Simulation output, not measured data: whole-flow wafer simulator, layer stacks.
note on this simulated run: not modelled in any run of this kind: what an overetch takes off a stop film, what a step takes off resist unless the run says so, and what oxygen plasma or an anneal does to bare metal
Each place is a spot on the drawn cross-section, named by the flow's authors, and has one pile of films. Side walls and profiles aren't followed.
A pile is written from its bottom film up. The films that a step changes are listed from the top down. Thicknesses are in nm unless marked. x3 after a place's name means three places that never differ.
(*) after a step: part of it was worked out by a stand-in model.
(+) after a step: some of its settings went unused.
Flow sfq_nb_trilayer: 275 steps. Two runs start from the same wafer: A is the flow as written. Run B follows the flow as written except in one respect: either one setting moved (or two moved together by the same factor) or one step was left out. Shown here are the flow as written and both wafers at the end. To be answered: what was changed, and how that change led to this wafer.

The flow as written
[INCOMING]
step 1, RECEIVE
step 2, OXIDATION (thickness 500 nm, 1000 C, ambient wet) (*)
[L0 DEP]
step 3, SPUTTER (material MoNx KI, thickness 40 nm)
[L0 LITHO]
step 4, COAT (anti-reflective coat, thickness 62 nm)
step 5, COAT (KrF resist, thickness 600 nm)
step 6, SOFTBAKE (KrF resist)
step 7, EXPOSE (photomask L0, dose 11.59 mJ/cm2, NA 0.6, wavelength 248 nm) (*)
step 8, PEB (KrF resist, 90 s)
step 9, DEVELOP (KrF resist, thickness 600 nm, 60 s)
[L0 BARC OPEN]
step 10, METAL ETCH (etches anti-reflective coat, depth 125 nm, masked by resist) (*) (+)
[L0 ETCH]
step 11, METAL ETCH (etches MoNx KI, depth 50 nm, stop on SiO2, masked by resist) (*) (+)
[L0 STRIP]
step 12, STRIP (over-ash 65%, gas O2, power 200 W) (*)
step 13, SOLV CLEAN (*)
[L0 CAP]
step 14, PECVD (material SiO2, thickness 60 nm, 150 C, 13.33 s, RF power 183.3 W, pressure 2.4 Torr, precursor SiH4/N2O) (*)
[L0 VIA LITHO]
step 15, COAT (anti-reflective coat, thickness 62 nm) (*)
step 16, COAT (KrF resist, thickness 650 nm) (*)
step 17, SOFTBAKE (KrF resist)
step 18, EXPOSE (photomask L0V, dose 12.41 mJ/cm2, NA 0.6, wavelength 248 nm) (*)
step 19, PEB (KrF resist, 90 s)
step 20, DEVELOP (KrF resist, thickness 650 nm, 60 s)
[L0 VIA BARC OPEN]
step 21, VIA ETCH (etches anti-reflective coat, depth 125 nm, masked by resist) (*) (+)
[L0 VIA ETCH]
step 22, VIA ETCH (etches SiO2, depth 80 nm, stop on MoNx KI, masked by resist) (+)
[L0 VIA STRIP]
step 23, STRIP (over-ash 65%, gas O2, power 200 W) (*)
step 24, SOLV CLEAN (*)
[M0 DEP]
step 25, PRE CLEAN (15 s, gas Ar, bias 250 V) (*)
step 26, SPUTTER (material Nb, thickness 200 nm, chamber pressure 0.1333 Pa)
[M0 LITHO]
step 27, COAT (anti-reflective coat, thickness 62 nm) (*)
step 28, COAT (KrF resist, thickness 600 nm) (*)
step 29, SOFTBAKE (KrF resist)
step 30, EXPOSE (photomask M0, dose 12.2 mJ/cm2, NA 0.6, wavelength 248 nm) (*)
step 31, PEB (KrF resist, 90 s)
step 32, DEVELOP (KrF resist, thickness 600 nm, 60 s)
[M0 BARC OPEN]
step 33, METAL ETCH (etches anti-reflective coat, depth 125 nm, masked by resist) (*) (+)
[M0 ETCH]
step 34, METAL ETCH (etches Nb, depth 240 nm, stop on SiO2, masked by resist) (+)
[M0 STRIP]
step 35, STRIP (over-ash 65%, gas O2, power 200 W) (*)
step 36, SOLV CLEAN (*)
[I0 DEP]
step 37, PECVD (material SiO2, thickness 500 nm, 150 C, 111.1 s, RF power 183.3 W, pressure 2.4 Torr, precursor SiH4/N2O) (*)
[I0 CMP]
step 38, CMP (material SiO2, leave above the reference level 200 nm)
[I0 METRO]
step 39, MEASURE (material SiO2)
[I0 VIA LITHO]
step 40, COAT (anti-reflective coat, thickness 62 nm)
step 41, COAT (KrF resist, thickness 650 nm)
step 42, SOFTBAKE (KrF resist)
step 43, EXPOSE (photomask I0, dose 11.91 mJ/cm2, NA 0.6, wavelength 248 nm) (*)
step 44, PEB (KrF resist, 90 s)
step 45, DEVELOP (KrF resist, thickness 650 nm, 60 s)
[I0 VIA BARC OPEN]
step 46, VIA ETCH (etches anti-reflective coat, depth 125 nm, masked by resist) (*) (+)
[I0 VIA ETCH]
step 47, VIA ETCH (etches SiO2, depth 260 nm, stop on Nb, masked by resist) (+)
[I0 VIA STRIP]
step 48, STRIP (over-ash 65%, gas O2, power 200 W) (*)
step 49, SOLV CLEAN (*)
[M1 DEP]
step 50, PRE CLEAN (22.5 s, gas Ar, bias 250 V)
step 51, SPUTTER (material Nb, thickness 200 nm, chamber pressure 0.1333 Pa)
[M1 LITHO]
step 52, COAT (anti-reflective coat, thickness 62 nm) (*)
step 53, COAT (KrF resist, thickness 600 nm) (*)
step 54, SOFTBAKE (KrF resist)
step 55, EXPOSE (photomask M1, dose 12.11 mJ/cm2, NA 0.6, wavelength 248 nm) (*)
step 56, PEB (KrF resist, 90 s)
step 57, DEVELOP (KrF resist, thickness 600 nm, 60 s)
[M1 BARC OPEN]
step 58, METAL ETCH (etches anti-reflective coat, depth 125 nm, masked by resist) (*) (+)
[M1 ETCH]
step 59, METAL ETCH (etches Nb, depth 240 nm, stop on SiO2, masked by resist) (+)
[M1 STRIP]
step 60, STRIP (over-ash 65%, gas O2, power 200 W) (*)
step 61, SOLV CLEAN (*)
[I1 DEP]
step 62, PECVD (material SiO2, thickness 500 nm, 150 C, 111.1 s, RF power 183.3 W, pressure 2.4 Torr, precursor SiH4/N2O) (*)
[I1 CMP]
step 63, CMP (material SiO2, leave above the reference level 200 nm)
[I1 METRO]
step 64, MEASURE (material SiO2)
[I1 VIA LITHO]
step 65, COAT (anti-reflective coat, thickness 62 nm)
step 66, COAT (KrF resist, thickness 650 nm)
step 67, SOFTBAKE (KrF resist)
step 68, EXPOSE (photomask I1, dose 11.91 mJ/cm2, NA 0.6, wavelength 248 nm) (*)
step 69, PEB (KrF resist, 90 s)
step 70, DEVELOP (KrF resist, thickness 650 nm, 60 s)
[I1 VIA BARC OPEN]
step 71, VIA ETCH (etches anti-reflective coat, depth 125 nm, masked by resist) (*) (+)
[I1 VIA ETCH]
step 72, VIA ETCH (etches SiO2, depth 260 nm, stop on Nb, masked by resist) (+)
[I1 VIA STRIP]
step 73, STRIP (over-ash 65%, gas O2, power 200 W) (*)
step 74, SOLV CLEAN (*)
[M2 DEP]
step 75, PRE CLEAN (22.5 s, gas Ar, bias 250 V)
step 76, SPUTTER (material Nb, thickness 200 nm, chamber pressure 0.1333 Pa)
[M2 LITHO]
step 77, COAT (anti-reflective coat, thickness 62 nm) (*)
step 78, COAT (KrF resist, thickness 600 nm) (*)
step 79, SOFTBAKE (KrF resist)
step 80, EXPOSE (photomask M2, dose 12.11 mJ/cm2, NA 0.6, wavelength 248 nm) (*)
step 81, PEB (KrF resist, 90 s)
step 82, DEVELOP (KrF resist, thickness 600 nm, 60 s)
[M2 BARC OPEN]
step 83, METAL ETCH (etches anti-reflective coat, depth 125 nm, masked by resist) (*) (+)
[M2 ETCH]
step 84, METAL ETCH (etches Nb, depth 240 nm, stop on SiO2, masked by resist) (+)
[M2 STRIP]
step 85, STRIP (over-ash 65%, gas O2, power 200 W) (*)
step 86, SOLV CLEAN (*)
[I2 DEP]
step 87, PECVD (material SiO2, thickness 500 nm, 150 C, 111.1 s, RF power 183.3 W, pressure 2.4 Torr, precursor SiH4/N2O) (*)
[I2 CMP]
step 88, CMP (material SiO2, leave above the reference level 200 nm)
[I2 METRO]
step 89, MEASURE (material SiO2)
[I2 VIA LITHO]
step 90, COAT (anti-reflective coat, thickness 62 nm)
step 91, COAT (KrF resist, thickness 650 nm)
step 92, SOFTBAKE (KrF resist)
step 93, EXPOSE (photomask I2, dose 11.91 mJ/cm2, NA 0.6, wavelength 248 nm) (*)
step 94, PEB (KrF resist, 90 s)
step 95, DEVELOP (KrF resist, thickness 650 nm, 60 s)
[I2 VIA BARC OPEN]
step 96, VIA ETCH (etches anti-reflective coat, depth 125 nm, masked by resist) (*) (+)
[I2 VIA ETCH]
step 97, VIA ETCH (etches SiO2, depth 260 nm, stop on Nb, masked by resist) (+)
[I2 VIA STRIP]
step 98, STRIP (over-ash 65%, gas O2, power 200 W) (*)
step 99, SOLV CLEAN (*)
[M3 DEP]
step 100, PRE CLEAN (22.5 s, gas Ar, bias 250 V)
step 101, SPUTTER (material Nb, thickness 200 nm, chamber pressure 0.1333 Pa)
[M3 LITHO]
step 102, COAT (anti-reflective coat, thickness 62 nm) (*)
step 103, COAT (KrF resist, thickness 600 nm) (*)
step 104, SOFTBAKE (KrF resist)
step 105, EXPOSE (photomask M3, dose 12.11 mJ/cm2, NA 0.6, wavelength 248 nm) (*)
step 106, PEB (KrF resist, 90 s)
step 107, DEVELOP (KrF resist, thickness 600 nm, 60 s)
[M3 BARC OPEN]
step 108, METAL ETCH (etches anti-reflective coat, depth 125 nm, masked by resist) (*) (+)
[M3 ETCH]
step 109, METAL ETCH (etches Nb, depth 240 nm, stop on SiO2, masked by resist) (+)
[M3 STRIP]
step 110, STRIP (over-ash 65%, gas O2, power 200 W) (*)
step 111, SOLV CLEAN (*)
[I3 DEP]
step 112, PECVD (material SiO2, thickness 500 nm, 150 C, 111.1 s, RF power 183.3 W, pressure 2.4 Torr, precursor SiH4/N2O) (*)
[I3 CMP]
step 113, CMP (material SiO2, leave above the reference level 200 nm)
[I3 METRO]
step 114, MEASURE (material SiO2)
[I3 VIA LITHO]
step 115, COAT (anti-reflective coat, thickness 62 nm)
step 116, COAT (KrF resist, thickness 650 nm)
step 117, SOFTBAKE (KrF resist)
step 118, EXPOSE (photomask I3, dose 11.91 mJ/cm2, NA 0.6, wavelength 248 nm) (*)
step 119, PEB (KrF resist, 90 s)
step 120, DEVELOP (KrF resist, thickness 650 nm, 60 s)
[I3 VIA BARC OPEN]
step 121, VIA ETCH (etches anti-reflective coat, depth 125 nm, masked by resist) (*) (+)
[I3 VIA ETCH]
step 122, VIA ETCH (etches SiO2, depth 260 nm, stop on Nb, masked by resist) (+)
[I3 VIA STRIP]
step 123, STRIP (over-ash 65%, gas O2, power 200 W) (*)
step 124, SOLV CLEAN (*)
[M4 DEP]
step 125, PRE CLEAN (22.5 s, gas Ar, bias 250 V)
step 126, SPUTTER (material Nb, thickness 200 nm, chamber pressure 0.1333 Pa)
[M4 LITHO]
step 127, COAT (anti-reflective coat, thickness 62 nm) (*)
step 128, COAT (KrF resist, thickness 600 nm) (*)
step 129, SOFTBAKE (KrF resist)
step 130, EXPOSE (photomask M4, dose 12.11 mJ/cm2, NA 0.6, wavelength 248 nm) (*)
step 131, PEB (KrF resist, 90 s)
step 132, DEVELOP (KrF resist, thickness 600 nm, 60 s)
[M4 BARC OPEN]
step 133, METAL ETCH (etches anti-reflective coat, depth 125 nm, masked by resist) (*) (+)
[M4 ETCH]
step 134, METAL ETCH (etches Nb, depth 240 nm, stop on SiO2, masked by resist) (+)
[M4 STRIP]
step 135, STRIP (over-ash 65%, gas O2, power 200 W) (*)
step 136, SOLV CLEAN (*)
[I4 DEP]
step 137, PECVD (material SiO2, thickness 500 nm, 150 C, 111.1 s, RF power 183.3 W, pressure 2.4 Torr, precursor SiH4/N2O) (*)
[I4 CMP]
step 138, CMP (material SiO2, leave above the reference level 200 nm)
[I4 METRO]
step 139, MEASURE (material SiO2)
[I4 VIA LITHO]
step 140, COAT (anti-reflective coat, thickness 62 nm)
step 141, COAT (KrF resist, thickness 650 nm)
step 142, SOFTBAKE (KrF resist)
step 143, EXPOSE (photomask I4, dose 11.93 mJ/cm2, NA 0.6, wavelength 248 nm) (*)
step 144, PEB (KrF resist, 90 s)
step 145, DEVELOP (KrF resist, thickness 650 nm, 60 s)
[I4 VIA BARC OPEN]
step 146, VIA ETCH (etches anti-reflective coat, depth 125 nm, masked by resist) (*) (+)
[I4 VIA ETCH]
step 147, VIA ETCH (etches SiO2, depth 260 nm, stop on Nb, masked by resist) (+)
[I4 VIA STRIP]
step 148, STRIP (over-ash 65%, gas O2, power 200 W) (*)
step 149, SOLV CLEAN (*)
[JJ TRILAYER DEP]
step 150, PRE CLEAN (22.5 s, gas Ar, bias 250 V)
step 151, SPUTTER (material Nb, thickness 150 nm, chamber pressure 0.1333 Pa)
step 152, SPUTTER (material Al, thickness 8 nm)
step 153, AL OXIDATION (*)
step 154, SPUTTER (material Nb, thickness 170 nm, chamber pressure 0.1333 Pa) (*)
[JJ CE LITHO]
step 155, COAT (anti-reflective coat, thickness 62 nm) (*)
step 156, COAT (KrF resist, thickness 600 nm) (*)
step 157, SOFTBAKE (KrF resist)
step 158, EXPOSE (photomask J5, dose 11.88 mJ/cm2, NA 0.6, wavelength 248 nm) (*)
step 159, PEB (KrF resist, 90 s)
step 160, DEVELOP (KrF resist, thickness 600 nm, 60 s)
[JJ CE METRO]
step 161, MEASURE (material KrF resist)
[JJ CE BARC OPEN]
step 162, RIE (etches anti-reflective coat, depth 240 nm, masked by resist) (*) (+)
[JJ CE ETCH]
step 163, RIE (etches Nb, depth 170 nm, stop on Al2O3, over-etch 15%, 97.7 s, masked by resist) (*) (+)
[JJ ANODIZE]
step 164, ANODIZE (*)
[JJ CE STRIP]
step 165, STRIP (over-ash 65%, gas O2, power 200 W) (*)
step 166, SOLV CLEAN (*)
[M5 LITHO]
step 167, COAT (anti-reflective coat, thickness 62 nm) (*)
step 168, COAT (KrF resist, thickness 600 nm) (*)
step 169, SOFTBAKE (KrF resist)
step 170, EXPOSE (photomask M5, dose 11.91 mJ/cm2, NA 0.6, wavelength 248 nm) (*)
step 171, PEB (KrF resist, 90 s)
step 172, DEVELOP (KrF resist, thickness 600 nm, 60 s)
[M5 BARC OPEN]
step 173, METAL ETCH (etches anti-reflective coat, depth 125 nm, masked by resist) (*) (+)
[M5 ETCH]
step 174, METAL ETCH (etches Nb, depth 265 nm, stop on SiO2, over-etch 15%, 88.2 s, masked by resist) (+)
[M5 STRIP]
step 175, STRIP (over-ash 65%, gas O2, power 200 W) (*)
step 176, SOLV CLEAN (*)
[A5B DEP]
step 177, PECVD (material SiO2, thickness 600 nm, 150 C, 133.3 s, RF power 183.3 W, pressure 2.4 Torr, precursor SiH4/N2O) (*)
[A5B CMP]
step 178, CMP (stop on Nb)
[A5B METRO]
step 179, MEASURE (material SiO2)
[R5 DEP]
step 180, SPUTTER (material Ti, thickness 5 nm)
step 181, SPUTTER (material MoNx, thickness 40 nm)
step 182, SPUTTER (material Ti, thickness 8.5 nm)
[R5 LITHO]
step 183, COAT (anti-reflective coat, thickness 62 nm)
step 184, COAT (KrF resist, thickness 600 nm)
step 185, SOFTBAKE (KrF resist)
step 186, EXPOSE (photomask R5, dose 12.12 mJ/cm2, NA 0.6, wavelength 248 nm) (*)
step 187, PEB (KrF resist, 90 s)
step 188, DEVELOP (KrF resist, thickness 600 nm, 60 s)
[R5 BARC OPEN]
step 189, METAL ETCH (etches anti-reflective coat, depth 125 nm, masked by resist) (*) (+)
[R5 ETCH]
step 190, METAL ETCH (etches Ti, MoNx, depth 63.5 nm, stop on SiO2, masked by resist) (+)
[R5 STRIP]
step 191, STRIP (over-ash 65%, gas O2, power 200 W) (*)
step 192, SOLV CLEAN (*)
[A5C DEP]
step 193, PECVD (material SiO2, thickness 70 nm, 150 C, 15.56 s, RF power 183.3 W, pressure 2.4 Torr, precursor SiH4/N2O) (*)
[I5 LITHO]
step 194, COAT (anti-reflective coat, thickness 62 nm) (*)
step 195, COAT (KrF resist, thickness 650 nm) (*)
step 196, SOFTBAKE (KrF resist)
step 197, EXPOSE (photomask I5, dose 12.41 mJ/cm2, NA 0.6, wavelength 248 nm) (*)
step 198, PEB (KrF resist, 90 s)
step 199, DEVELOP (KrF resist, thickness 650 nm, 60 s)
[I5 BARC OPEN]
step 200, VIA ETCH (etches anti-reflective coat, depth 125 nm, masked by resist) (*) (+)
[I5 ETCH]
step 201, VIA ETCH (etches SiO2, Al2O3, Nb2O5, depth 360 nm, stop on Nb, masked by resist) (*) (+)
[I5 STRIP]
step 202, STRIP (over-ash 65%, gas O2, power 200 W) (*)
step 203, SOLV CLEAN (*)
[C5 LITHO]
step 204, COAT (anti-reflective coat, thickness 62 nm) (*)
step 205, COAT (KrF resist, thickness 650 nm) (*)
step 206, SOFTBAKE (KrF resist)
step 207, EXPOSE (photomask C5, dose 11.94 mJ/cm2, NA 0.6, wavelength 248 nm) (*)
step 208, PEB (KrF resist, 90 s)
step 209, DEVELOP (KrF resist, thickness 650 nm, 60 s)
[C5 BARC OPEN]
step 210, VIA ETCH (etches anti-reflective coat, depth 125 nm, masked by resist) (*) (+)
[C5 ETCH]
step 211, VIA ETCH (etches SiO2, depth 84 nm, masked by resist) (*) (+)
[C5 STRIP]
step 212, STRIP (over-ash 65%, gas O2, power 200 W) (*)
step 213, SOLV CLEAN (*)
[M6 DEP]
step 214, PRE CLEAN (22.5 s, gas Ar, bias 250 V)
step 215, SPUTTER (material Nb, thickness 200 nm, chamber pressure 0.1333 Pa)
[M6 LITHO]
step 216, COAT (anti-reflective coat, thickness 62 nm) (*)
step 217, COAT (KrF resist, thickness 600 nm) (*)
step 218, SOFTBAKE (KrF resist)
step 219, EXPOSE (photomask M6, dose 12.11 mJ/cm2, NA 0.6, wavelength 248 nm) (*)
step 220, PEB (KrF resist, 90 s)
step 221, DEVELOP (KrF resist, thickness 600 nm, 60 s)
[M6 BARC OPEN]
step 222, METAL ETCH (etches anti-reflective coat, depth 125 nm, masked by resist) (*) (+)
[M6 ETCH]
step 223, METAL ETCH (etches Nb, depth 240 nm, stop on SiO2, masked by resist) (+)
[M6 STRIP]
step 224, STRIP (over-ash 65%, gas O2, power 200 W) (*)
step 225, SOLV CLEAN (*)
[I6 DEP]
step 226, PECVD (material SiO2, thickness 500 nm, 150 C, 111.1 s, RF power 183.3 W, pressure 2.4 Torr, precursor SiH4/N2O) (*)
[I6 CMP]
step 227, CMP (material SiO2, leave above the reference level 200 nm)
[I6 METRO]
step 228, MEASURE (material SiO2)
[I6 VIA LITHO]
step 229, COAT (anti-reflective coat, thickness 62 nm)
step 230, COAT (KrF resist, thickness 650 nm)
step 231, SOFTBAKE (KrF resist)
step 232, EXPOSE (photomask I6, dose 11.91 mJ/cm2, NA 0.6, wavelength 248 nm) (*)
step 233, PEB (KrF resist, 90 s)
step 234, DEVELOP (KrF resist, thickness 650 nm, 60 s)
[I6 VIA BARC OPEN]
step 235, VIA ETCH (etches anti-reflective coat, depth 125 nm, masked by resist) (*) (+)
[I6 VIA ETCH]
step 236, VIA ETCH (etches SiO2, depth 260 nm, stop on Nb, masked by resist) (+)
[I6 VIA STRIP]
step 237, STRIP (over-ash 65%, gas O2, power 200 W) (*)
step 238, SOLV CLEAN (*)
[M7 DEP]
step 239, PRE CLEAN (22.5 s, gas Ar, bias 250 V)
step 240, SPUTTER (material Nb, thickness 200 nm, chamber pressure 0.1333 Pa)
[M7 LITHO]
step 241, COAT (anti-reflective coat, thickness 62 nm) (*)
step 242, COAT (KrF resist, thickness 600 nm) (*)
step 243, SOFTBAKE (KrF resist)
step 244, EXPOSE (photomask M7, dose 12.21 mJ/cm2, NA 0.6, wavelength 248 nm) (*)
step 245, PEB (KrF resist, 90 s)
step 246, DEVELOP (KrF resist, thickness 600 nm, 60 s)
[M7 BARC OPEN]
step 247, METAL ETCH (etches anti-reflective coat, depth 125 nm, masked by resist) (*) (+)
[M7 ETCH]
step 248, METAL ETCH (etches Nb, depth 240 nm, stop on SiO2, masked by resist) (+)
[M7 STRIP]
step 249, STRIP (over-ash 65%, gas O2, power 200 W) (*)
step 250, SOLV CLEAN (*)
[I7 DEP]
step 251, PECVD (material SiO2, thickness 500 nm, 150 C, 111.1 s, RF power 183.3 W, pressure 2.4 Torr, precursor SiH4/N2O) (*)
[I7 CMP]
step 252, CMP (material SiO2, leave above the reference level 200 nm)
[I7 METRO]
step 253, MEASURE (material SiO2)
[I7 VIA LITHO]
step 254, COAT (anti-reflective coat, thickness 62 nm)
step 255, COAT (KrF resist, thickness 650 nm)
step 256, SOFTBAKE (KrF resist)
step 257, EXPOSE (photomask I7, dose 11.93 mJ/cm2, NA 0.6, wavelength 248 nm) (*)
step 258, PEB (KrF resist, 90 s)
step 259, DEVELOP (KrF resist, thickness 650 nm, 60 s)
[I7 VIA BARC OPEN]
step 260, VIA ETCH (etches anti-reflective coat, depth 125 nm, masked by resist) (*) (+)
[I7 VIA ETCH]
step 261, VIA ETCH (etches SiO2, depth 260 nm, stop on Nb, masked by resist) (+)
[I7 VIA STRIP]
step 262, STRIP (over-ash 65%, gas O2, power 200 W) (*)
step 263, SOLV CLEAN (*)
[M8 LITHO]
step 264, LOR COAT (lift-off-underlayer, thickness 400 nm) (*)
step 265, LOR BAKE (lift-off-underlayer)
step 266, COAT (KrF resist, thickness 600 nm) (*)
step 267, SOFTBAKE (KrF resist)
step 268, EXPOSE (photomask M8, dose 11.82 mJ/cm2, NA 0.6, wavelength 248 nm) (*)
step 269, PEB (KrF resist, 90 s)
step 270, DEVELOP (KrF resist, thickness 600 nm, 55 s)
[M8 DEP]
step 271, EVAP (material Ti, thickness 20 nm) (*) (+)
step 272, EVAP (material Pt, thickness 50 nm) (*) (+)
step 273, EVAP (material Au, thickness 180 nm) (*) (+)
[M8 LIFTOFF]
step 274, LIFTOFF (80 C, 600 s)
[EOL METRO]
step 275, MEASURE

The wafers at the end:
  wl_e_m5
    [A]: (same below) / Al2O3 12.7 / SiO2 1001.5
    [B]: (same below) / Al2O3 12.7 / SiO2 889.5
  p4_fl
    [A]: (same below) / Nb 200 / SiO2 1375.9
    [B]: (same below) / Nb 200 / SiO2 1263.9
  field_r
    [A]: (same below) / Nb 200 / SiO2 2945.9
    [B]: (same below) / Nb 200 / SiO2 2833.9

The reason: step 215, SPUTTER: thickness 88 nm was run, whereas the flow has thickness 200 nm.

Step by step, how the change led to this:
  step 215, SPUTTER (material Nb, thickness 200 nm, chamber pressure 0.1333 Pa)
      field_l, v_sur, via_wl and 100 more: A +200 Nb (new film) | B +88 Nb (new film)
      be: A +147.3 Nb | B +65.3 Nb
      (and at 2 other places as well)
  step 216, COAT (anti-reflective coat, thickness 62 nm) (*)
      be: A +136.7 anti-reflective coat (new film) | B +127.9 anti-reflective coat (new film)
      be_sur: A +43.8 anti-reflective coat (new film) | B +42.6 anti-reflective coat (new film)
      (and at 3 other places as well)
  step 223, METAL ETCH (etches Nb, depth 240 nm, stop on SiO2, masked by resist) (+)
      field_l, gap, moat and 76 more: A -200 Nb (all of it) | B -88 Nb (all of it)
      v_sur, via_wl, via_w and 24 more: A -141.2 KrF resist | B -77.6 KrF resist
  step 224, STRIP (over-ash 65%, gas O2, power 200 W) (*)
      wl_j_sl, wl_j_sr: A -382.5 KrF resist (all of it), -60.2 anti-reflective coat (all of it) | B -446.1 KrF resist (all of it), -60.2 anti-reflective coat (all of it)
      wl_c_m6, wl_f_m6: A -382.3 KrF resist (all of it), -62 anti-reflective coat (all of it) | B -445.8 KrF resist (all of it), -62 anti-reflective coat (all of it)
      (and at 23 other places as well)
  step 226, PECVD (material SiO2, thickness 500 nm, 150 C, 111.1 s, RF power 183.3 W, pressure 2.4 Torr, precursor SiH4/N2O) (*)
      gap, wl_a_sl, m6r_space_l x2: A +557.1 SiO2 | B +500 SiO2
      be: A +693.5 SiO2 (new film) | B +650.8 SiO2 (new film)
  step 227, CMP (material SiO2, leave above the reference level 200 nm)
      field_l, p4_fl, p4_fm and 59 more: A -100 SiO2 | B -212 SiO2
      moat, field_r, lsp_l, ln_m5, lsp_m: A -93.6 SiO2 | B -212 SiO2
      (and at 13 other places as well)
